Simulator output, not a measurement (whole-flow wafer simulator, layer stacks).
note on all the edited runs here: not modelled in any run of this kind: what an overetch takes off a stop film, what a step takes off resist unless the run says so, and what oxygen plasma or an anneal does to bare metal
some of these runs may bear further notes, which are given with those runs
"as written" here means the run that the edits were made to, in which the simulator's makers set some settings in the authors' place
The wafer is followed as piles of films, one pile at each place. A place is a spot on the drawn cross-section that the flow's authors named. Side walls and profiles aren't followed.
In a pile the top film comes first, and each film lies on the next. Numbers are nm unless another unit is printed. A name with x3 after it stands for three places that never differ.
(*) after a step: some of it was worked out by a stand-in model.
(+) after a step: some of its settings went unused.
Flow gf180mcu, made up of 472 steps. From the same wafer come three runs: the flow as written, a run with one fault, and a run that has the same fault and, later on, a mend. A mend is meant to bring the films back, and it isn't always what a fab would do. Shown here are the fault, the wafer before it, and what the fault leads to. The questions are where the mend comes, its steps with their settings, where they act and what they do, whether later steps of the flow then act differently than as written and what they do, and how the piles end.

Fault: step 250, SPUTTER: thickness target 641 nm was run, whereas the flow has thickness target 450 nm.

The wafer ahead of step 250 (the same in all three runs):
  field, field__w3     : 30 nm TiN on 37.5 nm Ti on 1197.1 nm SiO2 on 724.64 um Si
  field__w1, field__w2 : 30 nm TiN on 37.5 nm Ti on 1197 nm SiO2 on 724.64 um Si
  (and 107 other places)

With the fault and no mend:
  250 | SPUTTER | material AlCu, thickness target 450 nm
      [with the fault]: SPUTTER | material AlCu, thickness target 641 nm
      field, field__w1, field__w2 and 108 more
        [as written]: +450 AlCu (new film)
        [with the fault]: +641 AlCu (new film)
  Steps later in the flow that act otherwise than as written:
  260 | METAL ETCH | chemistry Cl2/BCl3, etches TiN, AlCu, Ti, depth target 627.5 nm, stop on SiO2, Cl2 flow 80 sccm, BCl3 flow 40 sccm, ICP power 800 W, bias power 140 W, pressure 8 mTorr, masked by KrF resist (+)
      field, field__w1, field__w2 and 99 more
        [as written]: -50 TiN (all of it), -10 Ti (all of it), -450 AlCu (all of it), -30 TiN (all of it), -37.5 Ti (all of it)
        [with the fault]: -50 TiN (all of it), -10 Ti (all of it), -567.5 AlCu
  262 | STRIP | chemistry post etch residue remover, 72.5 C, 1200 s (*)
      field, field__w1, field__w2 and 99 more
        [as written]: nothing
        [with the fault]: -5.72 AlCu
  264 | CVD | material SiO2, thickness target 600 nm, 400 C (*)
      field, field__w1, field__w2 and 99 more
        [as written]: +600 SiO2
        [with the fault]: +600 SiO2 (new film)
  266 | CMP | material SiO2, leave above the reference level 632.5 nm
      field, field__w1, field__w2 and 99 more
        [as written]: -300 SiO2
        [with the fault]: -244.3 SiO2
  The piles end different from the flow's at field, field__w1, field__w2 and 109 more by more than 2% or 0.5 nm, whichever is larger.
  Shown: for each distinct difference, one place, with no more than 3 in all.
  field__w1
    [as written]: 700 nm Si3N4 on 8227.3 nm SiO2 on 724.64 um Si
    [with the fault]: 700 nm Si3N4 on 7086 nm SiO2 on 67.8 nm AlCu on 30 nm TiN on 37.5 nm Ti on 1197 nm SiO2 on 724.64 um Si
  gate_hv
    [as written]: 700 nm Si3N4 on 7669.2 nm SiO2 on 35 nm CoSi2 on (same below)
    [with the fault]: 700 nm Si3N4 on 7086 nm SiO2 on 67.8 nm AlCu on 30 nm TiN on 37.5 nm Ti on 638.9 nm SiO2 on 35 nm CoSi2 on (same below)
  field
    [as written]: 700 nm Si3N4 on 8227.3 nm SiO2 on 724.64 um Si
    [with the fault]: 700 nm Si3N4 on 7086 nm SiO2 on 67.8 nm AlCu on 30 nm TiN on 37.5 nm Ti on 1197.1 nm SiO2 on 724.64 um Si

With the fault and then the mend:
  The mend stands after step 250.
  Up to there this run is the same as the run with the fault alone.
  250a | METAL ETCH | chemistry Cl2/BCl3, etches TiN, AlCu, Ti, depth target 191 nm, Cl2 flow 80 sccm, BCl3 flow 40 sccm, ICP power 800 W, bias power 140 W, pressure 8 mTorr
      field, field__w1, field__w2 and 108 more
        -191 AlCu
  None of the later steps of the flow acts differently than as written at any place that is followed.
  By the end, the piles equal the flow's at every place that both follow.
